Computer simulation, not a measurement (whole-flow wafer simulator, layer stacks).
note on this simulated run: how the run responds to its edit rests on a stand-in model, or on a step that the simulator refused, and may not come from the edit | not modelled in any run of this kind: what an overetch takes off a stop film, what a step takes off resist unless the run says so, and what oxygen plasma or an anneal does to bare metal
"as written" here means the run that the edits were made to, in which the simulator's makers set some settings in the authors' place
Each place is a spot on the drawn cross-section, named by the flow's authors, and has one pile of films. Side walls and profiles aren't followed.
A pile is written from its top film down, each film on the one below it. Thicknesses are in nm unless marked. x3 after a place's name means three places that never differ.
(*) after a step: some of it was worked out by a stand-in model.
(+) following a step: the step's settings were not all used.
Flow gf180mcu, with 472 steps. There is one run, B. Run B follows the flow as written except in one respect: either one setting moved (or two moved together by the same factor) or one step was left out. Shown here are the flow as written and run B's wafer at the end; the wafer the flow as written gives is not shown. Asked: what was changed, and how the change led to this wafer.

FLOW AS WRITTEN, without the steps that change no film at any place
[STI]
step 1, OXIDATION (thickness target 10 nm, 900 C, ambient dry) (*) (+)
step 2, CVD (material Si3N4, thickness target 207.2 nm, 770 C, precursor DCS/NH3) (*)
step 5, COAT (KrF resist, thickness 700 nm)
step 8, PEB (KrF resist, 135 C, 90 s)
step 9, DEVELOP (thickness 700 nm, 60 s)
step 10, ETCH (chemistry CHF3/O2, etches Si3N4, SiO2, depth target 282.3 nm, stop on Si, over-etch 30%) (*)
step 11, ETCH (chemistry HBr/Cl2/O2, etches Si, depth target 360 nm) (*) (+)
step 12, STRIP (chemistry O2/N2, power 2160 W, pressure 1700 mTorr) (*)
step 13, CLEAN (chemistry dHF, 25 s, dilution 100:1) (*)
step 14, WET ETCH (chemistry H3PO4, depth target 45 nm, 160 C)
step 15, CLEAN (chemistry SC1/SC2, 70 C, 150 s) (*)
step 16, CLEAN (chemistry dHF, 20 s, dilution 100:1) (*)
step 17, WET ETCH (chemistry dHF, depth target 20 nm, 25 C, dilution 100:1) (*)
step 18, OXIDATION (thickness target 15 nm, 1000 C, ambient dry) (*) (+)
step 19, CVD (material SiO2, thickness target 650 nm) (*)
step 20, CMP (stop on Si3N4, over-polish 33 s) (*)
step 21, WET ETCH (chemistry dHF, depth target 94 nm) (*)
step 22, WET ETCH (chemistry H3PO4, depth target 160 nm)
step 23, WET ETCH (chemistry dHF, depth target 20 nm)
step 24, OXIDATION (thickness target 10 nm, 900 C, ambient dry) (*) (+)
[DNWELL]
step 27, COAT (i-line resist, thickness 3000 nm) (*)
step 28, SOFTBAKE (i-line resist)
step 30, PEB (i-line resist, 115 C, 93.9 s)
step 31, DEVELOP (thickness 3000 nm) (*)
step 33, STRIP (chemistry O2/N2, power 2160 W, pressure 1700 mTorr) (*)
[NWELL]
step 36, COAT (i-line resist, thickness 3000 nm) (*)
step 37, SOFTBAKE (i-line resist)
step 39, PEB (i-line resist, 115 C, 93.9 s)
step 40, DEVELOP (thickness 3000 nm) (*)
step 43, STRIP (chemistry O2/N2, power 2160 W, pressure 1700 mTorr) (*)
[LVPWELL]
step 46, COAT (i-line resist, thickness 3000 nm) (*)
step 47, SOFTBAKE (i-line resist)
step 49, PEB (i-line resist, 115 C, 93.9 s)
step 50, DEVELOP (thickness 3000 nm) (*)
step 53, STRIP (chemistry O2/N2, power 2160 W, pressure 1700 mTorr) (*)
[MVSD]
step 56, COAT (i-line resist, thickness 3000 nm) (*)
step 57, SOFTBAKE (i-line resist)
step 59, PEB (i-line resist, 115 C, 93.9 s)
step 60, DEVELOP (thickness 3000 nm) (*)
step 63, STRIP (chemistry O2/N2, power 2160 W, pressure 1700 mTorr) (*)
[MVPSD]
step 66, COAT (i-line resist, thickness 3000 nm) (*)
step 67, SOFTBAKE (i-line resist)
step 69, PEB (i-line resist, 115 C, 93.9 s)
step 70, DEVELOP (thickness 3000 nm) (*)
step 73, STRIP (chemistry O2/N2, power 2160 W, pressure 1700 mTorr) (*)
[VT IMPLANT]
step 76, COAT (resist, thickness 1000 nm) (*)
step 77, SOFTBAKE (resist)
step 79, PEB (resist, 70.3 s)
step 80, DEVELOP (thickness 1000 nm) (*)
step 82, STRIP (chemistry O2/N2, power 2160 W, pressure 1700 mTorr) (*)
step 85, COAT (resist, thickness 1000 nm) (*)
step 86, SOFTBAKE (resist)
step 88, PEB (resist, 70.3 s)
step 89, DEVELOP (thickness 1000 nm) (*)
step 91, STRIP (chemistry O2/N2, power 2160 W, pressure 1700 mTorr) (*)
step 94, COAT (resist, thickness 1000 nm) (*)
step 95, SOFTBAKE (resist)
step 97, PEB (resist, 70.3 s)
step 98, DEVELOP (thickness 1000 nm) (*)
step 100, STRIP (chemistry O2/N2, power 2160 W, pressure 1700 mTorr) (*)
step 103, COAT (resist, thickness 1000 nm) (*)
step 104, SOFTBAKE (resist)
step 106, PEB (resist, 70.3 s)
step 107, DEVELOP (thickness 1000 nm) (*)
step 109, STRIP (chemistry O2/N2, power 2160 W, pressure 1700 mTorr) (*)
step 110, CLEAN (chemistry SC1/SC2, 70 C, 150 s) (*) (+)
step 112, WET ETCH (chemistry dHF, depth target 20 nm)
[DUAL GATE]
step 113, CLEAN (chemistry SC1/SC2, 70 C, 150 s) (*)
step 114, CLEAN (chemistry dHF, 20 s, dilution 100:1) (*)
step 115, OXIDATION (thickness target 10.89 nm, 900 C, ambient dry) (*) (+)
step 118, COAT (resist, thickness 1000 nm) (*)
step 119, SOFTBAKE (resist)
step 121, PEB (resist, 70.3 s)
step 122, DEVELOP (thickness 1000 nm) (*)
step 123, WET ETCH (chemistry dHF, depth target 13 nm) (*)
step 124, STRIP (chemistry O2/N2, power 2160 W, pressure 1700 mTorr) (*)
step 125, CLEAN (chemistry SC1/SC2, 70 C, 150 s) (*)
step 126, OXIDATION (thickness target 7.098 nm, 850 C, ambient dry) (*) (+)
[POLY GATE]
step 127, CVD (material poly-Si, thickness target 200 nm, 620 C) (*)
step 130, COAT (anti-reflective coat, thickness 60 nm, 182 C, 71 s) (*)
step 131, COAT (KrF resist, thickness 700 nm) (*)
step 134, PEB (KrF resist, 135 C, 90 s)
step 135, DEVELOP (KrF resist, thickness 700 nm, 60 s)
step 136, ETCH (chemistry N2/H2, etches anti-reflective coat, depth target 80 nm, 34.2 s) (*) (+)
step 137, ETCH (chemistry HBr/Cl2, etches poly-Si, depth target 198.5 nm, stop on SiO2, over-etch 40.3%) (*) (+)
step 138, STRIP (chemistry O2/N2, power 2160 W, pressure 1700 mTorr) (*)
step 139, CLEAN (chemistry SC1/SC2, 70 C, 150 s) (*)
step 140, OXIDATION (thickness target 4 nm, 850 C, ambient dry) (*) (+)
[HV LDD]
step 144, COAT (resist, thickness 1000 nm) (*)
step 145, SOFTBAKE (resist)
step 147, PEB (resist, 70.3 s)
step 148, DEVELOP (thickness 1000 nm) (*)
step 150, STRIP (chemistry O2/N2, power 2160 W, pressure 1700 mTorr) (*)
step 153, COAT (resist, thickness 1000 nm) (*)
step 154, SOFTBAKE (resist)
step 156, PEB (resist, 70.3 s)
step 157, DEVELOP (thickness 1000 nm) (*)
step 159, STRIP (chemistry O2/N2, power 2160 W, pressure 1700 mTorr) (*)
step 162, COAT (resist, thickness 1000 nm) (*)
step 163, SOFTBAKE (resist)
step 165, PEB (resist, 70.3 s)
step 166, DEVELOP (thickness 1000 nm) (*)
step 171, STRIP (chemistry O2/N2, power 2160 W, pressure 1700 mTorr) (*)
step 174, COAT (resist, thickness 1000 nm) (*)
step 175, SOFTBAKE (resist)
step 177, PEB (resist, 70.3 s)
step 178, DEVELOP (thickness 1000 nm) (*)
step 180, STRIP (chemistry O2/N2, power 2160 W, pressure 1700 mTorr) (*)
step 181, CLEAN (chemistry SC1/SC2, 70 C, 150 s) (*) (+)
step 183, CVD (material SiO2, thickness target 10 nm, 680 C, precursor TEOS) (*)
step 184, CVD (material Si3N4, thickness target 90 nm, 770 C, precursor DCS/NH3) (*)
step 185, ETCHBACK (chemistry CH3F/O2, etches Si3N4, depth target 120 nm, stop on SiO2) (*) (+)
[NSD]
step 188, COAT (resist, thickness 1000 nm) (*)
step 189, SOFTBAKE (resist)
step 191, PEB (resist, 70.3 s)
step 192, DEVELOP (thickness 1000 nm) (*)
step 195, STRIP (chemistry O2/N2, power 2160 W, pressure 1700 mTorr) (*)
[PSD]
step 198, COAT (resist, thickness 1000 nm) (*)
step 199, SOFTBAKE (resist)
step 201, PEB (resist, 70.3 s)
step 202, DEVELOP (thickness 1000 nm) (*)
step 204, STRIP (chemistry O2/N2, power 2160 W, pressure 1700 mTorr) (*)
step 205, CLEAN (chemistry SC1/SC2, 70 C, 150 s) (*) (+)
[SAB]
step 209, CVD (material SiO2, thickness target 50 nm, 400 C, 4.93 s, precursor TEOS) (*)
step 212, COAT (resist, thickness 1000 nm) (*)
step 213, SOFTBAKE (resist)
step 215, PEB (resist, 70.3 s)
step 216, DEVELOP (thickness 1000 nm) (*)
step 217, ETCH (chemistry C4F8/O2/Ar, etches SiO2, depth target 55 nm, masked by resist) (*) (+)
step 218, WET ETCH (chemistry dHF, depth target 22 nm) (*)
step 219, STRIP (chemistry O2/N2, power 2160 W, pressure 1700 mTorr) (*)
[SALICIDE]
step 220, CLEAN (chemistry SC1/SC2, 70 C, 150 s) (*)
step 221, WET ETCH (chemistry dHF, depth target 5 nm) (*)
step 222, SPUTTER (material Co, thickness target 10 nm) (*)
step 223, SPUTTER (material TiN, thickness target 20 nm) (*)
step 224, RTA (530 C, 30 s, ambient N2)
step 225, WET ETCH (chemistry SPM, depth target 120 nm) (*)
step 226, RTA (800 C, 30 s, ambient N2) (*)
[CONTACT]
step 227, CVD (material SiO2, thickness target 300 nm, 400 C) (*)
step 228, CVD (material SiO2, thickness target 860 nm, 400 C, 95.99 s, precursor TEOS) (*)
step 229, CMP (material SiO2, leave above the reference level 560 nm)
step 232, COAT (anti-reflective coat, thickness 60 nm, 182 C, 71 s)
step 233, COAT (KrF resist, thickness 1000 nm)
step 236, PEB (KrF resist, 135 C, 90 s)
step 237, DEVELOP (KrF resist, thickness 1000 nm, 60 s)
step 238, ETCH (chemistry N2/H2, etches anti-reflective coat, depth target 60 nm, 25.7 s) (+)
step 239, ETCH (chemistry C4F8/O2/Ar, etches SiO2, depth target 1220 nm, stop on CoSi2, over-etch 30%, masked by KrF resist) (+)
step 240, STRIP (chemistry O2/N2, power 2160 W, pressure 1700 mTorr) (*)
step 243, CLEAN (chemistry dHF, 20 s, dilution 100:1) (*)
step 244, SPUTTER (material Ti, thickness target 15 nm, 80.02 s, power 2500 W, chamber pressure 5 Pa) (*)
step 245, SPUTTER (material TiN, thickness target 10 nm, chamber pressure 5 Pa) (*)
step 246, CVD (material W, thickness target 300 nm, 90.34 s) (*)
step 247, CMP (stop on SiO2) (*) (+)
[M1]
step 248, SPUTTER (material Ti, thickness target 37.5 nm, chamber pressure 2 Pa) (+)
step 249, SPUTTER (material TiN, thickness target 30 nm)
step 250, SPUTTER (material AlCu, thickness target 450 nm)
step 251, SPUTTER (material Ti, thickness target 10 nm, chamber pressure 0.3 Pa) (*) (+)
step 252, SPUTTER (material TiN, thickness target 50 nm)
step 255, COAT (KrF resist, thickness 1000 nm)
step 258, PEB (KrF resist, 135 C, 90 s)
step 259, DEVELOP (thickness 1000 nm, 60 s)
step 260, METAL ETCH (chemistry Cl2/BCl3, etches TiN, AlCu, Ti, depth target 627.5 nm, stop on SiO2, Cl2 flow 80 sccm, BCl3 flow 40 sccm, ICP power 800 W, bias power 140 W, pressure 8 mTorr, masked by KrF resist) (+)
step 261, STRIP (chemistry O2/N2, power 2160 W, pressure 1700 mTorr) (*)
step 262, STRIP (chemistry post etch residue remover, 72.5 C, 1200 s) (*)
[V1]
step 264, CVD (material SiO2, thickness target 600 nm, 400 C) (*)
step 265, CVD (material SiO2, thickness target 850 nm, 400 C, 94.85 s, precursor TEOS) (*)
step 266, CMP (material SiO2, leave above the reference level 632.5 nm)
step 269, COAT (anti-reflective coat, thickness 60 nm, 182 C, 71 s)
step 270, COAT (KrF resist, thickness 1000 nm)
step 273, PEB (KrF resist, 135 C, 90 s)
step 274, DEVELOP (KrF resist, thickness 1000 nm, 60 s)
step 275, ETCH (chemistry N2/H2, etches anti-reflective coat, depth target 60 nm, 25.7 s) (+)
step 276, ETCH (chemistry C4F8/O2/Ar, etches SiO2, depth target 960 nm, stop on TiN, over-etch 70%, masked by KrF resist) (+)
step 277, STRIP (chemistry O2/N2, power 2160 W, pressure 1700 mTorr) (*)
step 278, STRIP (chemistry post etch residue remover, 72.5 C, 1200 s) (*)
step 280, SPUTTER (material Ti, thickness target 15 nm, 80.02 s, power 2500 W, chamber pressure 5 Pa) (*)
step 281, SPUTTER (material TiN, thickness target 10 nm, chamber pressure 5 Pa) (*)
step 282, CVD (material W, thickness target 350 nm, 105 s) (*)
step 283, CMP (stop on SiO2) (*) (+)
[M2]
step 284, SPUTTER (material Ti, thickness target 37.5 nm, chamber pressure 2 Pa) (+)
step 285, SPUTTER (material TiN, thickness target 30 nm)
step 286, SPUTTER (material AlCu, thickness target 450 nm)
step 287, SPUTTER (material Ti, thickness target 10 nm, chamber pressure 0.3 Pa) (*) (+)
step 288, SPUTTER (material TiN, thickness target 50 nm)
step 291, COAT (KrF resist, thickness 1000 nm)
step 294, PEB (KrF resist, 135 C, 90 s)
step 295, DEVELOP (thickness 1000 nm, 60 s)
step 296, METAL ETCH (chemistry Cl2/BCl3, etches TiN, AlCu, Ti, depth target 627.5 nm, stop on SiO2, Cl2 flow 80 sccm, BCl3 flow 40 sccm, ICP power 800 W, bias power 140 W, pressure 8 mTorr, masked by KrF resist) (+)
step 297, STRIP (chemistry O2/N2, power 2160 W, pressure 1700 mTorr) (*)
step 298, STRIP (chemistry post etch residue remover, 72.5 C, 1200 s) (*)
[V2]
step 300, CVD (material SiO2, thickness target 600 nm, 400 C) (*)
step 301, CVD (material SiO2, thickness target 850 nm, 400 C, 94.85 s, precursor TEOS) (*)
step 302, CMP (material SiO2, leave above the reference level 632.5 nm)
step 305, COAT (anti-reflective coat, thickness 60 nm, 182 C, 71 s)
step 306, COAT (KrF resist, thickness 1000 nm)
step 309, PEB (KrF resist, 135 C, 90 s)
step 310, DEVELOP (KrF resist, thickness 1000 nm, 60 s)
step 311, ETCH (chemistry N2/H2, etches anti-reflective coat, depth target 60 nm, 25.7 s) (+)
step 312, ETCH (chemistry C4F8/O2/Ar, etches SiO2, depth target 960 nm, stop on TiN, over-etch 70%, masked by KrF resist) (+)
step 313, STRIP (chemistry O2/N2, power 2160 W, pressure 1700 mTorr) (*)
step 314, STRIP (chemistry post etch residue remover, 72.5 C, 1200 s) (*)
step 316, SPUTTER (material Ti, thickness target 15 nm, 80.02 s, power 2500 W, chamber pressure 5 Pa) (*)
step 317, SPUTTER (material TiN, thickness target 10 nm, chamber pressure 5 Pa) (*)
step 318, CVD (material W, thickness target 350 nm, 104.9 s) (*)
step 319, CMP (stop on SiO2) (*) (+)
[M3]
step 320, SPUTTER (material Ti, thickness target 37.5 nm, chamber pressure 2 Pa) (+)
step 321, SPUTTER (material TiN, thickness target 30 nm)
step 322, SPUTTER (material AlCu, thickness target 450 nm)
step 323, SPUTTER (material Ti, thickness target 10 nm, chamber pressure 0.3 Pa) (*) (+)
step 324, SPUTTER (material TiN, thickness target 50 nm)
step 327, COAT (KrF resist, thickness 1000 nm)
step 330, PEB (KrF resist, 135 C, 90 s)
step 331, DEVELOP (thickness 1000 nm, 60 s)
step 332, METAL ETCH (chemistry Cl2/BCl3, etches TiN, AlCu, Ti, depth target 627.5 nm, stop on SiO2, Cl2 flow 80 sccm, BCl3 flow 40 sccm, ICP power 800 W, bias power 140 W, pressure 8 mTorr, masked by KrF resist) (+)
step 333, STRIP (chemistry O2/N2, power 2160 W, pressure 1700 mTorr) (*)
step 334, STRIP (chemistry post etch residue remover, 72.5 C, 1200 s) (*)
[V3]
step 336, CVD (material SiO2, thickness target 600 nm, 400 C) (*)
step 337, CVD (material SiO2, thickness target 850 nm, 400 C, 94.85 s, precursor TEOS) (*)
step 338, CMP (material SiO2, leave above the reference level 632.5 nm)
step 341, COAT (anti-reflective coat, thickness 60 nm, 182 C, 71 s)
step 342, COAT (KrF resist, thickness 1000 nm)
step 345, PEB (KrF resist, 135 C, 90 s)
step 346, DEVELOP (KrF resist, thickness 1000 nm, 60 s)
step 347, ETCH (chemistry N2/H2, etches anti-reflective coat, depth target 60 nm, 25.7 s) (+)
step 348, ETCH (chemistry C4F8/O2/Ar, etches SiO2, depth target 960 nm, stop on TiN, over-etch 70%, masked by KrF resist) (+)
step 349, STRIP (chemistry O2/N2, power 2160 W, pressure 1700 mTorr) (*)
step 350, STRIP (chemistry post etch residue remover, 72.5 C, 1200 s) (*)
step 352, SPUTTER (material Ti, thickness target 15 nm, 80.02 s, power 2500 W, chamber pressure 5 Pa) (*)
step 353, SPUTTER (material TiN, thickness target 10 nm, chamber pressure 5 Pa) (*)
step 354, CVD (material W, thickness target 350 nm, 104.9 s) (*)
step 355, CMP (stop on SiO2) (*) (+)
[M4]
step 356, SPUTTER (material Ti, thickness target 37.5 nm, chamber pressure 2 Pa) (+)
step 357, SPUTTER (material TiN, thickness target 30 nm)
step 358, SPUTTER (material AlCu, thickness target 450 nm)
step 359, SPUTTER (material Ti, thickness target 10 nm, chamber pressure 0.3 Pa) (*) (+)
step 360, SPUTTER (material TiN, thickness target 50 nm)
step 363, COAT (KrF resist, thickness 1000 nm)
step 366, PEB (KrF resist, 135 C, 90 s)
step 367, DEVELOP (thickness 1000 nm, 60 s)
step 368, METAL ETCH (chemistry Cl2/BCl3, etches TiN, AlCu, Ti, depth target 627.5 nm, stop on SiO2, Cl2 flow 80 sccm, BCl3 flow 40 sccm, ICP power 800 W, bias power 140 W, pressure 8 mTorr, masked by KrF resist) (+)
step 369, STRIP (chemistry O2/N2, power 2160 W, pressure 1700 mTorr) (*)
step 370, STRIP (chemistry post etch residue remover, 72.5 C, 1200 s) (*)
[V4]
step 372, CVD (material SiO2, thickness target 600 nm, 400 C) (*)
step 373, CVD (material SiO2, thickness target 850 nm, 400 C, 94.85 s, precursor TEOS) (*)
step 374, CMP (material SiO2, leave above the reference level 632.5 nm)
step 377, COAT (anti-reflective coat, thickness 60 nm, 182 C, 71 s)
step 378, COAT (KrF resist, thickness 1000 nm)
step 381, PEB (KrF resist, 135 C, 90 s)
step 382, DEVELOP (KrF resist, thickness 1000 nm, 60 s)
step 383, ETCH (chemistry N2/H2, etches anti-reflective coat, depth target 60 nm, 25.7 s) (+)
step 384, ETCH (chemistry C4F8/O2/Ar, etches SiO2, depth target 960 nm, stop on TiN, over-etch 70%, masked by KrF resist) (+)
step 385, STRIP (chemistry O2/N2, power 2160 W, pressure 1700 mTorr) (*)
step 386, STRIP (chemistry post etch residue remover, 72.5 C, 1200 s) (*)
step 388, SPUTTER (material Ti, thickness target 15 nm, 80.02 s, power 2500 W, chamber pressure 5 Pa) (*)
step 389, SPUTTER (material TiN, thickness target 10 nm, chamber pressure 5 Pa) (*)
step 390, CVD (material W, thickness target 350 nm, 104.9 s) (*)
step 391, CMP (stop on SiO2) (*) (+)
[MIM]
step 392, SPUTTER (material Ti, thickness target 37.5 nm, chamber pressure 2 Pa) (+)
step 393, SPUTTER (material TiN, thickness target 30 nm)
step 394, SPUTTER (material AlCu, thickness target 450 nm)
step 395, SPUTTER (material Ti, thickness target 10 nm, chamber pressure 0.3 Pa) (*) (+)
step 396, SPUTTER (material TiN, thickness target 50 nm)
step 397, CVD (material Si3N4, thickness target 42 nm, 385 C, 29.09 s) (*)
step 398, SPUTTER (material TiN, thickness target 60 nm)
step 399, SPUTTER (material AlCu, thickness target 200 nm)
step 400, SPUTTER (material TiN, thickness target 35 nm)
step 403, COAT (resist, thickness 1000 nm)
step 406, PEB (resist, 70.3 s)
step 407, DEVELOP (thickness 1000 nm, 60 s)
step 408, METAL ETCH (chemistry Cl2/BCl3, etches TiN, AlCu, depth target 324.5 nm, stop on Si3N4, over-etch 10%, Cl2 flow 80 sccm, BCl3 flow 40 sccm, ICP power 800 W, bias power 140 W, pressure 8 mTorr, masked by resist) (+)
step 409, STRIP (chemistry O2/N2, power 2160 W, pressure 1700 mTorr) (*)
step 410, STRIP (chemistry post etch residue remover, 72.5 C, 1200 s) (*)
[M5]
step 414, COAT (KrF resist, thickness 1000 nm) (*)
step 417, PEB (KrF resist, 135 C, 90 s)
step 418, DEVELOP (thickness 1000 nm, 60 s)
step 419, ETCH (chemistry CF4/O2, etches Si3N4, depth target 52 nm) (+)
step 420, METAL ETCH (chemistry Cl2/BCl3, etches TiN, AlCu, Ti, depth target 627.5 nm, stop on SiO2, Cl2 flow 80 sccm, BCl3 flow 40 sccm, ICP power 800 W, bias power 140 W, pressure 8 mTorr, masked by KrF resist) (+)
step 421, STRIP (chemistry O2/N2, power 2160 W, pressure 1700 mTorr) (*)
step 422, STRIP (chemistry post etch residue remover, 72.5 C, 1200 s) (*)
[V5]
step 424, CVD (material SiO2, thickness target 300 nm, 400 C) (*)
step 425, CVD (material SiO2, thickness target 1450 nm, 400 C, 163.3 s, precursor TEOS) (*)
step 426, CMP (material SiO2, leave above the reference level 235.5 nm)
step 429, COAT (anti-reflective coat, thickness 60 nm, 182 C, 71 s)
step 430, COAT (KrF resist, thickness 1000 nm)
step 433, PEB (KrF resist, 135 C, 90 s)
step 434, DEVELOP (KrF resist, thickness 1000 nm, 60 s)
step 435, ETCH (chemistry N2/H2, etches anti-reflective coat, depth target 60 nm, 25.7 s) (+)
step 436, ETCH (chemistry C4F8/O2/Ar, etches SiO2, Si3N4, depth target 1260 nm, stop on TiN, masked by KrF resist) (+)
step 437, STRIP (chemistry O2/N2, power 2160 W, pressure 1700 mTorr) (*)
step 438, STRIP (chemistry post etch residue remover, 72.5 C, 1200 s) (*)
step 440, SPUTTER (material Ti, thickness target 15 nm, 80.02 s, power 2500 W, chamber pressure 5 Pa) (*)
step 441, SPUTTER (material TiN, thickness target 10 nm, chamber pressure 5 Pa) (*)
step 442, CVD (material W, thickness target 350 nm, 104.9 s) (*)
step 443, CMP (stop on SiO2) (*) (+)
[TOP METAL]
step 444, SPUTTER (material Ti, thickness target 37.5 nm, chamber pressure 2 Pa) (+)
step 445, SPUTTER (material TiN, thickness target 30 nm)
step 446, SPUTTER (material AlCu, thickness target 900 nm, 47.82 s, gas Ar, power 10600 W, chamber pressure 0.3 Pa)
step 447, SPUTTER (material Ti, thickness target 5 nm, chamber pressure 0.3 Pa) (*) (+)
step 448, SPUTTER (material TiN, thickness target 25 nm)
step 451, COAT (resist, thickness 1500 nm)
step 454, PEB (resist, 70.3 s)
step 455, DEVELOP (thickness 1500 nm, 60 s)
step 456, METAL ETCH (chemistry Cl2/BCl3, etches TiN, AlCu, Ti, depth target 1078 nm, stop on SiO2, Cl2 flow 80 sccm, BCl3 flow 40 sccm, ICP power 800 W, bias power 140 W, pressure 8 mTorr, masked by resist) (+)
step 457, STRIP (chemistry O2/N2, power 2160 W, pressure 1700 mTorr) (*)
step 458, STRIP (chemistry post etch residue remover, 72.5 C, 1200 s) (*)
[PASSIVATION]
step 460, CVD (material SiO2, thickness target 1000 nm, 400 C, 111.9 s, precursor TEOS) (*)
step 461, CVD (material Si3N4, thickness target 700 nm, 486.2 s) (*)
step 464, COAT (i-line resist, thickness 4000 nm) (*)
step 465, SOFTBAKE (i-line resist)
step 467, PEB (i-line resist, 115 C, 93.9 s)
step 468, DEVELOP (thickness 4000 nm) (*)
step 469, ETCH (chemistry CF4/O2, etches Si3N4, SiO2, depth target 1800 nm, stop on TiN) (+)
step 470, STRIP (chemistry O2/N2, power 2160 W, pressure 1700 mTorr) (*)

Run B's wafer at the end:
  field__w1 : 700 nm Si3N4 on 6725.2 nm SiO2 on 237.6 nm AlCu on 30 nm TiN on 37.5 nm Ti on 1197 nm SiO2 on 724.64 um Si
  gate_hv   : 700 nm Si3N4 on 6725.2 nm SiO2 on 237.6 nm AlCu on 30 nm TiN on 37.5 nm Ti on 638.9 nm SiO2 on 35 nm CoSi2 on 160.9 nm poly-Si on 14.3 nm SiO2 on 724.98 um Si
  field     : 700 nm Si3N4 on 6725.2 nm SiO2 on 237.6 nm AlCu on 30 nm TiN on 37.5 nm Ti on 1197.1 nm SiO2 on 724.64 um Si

Cause: step 260, METAL ETCH: depth target 266.7 nm was run, whereas the flow has depth target 627.5 nm.

The path from the change to this, step by step:
  step 260, METAL ETCH (chemistry Cl2/BCl3, etches TiN, AlCu, Ti, depth target 627.5 nm, stop on SiO2, Cl2 flow 80 sccm, BCl3 flow 40 sccm, ICP power 800 W, bias power 140 W, pressure 8 mTorr, masked by KrF resist) (+)
      field, field__w1, field__w2 and 99 more: -50 TiN (all of it), -10 Ti (all of it), -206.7 AlCu (in the flow as written it would be: -50 TiN (all of it), -10 Ti (all of it), -450 AlCu (all of it), -30 TiN (all of it), -37.5 Ti (all of it))
      field__w8, contact, m1 and 6 more: -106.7 KrF resist (in the flow as written it would be: -251 KrF resist)
  step 261, STRIP (chemistry O2/N2, power 2160 W, pressure 1700 mTorr) (*)
      field__w8, contact, m1 and 6 more: -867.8 KrF resist (all of it) (in the flow as written it would be: -723.5 KrF resist (all of it))
  step 262, STRIP (chemistry post etch residue remover, 72.5 C, 1200 s) (*)
      field, field__w1, field__w2 and 99 more: -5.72 AlCu (in the flow as written it would be: nothing)
  step 264, CVD (material SiO2, thickness target 600 nm, 400 C) (*)
      field, field__w1, field__w2 and 99 more: +600 SiO2 (new film) (in the flow as written it would be: +600 SiO2)
  step 266, CMP (material SiO2, leave above the reference level 632.5 nm)
      field, field__w1, field__w2 and 99 more: -605.1 SiO2 (in the flow as written it would be: -300 SiO2)
With metal films that touch counted as one body, field__w1 has 1 body; the flow as written gives 0 bodies.
With metal films that touch counted as one body, gate_hv has 2 bodies (between them, from the top down: SiO2 638.9); the flow as written gives 1 body.
With metal films that touch counted as one body, field has 1 body; the flow as written gives 0 bodies.
